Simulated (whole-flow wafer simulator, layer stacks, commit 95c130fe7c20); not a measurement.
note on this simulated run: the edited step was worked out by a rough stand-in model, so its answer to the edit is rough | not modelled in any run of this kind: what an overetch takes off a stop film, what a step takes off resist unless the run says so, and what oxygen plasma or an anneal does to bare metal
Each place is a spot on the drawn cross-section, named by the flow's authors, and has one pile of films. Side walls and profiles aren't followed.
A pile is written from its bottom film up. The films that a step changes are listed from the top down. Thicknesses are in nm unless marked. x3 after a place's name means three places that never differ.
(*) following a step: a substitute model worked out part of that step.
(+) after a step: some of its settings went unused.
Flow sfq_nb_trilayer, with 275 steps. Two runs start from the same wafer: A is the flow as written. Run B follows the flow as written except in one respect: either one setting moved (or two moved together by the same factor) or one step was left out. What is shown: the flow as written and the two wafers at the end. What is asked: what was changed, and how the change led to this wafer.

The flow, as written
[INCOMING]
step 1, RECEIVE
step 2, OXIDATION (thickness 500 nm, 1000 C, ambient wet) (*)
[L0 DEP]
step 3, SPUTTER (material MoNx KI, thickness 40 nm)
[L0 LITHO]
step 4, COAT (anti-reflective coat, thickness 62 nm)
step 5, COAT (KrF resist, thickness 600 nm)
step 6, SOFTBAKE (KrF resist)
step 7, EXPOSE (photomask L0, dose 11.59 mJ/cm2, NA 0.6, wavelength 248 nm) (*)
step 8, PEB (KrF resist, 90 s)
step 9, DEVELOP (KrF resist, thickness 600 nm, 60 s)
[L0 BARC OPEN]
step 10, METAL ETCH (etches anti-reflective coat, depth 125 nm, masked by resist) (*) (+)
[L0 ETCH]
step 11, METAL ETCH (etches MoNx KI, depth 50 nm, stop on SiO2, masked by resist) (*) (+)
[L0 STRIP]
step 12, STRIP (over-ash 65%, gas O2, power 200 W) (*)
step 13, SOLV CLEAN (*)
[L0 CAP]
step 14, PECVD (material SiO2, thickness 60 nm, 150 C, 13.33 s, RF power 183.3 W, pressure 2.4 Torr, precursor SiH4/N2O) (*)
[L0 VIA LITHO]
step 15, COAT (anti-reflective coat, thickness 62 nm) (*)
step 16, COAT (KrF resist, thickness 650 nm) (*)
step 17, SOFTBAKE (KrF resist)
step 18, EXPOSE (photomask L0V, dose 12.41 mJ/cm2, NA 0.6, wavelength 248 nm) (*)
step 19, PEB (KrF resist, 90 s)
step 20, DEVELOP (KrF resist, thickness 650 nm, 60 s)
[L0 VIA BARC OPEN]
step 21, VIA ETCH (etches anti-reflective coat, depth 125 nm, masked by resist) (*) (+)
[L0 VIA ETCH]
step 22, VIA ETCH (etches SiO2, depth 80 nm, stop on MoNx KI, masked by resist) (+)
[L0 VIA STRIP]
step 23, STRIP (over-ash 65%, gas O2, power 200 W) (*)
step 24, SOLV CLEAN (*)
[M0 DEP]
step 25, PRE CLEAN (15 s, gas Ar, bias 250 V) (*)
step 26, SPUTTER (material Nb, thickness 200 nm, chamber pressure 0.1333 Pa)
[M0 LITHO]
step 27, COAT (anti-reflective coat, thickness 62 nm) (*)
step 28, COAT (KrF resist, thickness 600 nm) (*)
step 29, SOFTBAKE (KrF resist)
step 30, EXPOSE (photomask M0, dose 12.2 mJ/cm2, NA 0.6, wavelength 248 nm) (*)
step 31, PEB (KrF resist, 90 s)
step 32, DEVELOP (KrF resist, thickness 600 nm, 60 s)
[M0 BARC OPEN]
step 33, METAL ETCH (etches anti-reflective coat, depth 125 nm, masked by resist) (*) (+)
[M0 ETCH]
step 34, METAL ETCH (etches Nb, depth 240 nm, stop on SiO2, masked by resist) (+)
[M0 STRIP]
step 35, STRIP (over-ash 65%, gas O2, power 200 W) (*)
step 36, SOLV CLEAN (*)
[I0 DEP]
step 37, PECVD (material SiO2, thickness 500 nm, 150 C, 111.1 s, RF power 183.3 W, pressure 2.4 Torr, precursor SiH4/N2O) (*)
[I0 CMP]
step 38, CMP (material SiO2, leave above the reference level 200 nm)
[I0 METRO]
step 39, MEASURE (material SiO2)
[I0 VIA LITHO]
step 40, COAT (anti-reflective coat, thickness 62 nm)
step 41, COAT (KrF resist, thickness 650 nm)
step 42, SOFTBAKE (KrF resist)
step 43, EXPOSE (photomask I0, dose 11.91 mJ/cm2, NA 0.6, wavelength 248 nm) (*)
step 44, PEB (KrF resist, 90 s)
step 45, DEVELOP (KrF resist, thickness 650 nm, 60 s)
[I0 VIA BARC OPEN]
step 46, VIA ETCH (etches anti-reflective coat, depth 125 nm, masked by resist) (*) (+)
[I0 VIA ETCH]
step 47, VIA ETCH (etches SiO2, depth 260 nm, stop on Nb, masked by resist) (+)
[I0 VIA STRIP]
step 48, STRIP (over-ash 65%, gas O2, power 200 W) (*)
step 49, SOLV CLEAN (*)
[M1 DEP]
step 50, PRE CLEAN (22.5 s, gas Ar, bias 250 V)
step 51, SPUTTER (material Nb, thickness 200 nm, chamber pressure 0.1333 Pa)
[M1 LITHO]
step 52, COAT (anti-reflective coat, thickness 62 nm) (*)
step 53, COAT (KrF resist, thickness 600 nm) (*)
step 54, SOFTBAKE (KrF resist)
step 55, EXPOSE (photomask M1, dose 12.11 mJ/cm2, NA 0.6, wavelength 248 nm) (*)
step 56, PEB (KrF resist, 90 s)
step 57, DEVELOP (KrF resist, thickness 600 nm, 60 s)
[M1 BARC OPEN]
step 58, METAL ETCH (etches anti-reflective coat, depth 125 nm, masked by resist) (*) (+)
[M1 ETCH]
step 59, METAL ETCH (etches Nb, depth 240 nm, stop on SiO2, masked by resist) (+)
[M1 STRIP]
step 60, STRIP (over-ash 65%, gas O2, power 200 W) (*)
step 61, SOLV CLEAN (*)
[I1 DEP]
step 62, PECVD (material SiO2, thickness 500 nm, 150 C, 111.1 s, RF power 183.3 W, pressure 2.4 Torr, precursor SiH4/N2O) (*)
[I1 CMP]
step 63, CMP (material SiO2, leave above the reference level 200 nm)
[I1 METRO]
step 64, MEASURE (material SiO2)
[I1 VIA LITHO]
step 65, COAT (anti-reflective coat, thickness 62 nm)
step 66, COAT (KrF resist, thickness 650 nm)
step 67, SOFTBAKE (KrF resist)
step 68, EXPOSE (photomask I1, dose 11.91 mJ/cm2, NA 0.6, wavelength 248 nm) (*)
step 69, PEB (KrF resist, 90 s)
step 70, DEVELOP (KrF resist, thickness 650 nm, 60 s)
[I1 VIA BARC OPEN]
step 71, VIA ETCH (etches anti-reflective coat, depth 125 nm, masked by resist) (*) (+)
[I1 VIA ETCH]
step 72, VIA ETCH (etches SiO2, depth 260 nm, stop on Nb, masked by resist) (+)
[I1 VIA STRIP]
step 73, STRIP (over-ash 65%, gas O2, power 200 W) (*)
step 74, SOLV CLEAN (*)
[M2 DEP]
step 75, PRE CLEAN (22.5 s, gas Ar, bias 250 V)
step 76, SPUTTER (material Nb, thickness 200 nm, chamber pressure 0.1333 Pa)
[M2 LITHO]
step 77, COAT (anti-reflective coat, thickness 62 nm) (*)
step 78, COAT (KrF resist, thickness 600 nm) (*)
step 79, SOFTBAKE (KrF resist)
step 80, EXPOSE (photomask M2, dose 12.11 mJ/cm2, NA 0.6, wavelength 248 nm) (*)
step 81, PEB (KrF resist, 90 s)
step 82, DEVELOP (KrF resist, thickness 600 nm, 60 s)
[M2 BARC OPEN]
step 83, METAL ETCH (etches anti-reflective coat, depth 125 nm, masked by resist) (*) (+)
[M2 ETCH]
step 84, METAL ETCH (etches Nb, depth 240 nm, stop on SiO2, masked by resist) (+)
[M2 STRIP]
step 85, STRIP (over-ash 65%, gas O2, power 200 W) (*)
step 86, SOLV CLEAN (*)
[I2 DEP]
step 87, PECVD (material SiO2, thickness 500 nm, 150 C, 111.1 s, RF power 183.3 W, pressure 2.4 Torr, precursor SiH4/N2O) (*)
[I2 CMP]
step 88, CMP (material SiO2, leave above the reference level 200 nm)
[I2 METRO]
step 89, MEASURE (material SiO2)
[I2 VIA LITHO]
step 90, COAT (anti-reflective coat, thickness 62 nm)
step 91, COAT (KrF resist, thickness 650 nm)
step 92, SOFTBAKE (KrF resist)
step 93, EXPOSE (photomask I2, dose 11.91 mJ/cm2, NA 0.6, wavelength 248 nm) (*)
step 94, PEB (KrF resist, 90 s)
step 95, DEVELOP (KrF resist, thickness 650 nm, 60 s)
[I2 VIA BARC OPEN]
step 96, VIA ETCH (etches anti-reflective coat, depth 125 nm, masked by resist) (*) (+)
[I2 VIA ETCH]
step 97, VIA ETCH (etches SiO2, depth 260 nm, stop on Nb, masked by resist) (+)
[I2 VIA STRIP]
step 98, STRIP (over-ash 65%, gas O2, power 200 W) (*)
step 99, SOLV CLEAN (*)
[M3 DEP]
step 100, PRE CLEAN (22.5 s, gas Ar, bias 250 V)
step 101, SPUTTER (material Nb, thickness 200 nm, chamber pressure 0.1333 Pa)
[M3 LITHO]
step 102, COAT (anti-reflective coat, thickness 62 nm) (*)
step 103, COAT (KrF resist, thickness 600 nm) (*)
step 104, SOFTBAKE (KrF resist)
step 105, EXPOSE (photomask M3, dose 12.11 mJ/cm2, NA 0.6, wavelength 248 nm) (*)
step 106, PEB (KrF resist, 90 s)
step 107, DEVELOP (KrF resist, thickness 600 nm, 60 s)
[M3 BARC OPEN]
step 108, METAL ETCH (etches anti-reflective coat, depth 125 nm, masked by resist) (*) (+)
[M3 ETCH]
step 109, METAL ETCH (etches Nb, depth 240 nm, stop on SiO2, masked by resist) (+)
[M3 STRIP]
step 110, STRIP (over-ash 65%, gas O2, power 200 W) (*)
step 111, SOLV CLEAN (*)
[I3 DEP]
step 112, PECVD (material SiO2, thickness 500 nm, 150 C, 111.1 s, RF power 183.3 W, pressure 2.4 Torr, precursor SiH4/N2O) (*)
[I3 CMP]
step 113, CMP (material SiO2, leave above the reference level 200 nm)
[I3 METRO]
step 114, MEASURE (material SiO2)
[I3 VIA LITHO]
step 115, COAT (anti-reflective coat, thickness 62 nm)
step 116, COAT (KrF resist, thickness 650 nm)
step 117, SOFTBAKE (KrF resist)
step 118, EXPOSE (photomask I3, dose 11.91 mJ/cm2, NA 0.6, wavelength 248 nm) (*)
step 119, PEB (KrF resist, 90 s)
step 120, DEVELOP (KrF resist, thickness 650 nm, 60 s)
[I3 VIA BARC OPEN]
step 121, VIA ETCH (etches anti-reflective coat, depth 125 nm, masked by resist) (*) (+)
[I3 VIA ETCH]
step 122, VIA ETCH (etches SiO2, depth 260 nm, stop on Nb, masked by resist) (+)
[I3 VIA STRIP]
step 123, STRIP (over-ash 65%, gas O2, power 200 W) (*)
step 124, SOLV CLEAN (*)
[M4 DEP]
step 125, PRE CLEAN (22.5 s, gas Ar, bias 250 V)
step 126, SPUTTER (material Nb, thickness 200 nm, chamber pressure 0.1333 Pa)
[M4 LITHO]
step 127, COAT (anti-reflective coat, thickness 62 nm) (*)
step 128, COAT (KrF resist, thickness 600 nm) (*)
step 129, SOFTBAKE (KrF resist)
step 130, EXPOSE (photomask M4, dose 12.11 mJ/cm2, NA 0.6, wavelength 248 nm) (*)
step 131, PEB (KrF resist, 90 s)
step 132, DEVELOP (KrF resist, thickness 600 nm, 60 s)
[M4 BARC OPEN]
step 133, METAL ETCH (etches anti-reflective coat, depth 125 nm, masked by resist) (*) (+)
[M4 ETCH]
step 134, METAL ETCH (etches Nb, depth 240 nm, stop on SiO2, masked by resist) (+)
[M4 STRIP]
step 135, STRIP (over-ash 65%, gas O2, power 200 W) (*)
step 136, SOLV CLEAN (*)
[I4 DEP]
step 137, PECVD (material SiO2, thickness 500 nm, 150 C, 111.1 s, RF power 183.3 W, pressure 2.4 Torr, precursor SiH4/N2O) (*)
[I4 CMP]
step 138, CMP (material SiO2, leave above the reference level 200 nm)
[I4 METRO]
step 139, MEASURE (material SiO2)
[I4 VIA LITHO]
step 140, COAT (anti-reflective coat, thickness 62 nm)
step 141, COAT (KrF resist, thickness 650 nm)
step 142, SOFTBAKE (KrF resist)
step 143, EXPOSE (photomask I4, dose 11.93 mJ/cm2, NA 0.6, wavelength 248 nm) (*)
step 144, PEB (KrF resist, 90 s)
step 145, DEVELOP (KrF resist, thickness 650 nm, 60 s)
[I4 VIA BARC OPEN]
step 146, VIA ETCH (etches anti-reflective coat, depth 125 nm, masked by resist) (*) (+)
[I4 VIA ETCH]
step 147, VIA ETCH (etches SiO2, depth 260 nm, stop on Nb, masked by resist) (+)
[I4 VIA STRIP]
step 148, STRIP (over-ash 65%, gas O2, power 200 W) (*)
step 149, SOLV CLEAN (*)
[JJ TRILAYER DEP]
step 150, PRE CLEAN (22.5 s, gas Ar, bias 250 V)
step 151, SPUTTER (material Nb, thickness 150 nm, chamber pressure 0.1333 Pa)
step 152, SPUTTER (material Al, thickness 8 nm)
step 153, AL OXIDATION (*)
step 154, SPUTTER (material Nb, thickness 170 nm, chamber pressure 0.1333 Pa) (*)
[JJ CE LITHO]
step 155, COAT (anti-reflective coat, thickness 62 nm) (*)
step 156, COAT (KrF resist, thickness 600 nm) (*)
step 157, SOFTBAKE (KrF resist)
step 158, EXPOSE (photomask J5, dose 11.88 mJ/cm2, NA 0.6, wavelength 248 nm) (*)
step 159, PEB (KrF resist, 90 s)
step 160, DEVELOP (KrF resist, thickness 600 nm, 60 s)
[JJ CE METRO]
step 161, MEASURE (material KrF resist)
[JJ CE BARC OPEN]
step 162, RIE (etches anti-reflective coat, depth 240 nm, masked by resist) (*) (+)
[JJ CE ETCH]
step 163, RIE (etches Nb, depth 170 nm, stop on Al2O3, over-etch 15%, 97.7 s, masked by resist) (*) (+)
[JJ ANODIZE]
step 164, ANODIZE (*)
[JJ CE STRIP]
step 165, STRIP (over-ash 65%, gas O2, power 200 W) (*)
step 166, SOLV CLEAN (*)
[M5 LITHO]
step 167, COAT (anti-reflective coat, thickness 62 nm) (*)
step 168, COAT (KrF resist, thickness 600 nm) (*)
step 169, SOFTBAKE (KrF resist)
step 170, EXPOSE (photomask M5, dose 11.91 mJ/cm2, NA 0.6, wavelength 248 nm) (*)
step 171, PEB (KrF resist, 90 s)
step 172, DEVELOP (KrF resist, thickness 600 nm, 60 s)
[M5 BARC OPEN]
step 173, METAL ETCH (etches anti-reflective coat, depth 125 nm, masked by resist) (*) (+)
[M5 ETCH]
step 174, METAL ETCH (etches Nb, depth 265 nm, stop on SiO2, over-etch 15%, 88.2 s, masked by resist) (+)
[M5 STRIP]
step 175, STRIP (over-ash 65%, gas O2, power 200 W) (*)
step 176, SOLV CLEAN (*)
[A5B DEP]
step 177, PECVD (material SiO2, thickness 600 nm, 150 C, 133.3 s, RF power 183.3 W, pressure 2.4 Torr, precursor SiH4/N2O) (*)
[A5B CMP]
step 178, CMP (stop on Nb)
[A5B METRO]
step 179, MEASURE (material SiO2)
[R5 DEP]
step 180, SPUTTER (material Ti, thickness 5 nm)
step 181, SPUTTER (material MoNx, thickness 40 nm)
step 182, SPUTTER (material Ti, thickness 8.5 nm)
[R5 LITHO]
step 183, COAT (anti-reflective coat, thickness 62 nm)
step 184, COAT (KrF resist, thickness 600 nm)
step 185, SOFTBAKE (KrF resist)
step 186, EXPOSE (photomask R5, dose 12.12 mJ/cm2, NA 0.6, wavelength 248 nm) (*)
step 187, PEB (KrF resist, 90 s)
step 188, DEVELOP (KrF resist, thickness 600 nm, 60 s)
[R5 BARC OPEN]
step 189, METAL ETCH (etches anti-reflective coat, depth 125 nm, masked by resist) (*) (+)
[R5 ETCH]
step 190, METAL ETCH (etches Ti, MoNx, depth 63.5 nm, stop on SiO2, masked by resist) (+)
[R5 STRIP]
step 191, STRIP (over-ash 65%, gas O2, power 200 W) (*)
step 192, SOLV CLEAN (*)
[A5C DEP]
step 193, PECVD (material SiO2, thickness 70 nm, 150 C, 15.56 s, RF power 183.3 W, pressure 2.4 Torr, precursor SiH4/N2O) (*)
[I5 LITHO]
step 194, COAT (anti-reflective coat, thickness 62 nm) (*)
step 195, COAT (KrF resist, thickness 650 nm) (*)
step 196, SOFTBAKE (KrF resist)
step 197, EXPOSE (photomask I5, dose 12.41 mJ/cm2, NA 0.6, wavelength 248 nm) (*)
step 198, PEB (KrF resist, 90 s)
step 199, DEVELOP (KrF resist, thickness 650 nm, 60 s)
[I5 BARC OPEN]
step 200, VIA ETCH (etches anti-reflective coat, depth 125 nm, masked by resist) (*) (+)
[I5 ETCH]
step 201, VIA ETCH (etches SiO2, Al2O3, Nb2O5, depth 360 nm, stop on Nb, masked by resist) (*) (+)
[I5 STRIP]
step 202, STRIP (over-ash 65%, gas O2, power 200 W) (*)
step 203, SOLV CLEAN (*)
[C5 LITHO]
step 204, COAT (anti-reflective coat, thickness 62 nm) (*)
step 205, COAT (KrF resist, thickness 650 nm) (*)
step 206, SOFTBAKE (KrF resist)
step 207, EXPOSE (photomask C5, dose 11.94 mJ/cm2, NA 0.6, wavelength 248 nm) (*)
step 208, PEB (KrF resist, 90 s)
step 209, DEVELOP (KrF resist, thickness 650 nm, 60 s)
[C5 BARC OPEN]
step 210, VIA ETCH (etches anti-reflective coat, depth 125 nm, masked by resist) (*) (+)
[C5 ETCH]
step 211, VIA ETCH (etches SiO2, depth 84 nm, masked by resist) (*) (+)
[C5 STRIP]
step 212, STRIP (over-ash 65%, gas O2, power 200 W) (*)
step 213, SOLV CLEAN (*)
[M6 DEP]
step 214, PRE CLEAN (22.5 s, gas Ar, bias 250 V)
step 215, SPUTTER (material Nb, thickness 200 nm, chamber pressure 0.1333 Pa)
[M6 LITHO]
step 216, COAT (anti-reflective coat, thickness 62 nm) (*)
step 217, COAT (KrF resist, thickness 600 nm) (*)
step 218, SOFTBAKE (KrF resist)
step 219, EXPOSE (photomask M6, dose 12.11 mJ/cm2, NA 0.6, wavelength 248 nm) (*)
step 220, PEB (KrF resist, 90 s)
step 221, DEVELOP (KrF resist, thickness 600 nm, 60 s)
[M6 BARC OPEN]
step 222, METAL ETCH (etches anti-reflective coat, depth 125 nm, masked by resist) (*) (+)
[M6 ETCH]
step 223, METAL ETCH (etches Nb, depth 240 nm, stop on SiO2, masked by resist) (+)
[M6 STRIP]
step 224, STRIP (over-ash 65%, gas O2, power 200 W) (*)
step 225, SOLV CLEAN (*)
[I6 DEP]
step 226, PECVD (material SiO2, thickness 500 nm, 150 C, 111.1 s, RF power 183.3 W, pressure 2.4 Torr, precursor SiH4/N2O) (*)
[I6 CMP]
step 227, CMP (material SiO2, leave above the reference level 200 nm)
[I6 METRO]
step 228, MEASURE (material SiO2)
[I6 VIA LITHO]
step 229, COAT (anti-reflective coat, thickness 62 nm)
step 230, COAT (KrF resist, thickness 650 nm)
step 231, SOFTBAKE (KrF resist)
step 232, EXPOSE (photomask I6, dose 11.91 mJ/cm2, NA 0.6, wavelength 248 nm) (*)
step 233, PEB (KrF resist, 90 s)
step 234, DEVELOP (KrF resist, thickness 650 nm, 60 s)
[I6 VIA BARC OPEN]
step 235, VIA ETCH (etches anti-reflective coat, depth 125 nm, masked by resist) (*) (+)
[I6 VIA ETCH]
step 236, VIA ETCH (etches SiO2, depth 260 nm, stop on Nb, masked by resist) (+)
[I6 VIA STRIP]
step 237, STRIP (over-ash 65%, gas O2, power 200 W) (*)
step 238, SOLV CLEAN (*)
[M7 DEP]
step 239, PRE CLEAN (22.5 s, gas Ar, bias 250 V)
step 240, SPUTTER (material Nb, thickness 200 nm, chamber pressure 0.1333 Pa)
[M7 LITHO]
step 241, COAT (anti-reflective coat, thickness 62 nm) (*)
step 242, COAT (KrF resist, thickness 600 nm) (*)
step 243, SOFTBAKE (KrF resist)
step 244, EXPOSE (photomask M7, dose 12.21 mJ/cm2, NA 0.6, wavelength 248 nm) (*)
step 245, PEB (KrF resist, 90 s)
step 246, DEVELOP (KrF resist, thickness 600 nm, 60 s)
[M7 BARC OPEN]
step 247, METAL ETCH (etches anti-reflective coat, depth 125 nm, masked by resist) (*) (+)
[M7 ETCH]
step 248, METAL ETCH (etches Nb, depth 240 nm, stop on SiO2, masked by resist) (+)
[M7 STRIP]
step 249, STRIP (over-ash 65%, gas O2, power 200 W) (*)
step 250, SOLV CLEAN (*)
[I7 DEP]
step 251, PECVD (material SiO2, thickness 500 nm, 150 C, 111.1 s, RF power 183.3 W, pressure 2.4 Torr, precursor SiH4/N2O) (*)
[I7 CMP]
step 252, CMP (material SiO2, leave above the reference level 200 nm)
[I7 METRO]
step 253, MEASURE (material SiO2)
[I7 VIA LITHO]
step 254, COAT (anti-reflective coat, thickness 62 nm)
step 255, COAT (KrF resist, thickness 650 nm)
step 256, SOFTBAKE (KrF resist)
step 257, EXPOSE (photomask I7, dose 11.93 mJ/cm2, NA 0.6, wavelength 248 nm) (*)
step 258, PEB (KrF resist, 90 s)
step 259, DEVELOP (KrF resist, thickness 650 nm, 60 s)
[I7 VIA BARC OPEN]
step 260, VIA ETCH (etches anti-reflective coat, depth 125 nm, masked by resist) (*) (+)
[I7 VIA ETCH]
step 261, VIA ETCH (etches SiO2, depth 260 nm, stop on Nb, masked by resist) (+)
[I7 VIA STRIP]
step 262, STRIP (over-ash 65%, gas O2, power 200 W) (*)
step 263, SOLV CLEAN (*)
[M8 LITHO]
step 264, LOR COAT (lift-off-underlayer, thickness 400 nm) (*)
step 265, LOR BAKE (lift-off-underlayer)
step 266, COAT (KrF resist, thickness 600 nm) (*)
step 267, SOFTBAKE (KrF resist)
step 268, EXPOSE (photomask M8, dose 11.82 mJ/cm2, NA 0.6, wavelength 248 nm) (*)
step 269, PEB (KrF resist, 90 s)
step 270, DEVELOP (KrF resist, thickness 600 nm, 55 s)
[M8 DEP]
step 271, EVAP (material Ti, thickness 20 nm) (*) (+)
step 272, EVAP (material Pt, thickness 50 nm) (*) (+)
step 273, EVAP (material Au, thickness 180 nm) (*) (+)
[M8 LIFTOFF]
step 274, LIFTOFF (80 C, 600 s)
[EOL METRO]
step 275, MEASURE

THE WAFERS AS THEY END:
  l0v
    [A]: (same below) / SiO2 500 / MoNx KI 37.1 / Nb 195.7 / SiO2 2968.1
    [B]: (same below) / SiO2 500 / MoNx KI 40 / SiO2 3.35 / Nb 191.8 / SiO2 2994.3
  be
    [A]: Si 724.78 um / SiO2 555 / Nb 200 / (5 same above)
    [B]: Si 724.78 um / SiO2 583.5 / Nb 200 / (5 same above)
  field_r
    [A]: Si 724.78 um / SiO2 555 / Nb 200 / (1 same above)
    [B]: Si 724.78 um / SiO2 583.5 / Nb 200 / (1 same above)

What caused this: step 14, PECVD: thickness 88.5 nm was run, while the flow as written has thickness 60 nm; step 14, PECVD: 19.67 s was run, where the flow has 13.33 s.

The path from the change to this, step by step:
  step 14, PECVD (material SiO2, thickness 60 nm, 150 C, 13.33 s, RF power 183.3 W, pressure 2.4 Torr, precursor SiH4/N2O) (*)
      v_sur, via_wl, via_w and 97 more: A +60 SiO2 | B +88.5 SiO2
      field_l, l0_sur, l0v, l0r_line_l, l0r_line_c, l0r_line_r: A +60 SiO2 (new film) | B +88.5 SiO2 (new film)
  step 22, VIA ETCH (etches SiO2, depth 80 nm, stop on MoNx KI, masked by resist) (+)
      l0v: A -59.8 SiO2 (all of it) | B -80 SiO2
  step 25, PRE CLEAN (15 s, gas Ar, bias 250 V) (*)
      l0v: A -2.91 MoNx KI | B -5 SiO2
  step 27, COAT (anti-reflective coat, thickness 62 nm) (*)
      l0_sur: A +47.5 anti-reflective coat (new film) | B +45.9 anti-reflective coat (new film)
      l0v: A +78 anti-reflective coat (new film) | B +83.5 anti-reflective coat (new film)
  step 28, COAT (KrF resist, thickness 600 nm) (*)
      l0v: A +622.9 KrF resist (new film) | B +637.9 KrF resist (new film)
  step 35, STRIP (over-ash 65%, gas O2, power 200 W) (*)
      l0_sur: A -372 KrF resist (all of it), -47.5 anti-reflective coat (all of it) | B -369.5 KrF resist (all of it), -45.9 anti-reflective coat (all of it)
      l0v: A -405.3 KrF resist (all of it), -78 anti-reflective coat (all of it) | B -420.2 KrF resist (all of it), -83.5 anti-reflective coat (all of it)
  step 38, CMP (material SiO2, leave above the reference level 200 nm)
      l0v: A -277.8 SiO2 | B -251.6 SiO2
Taking metal films that touch as one body, l0v has 2 bodies (between them, from the top down: SiO2 3.35); the flow as written gives 1 body.
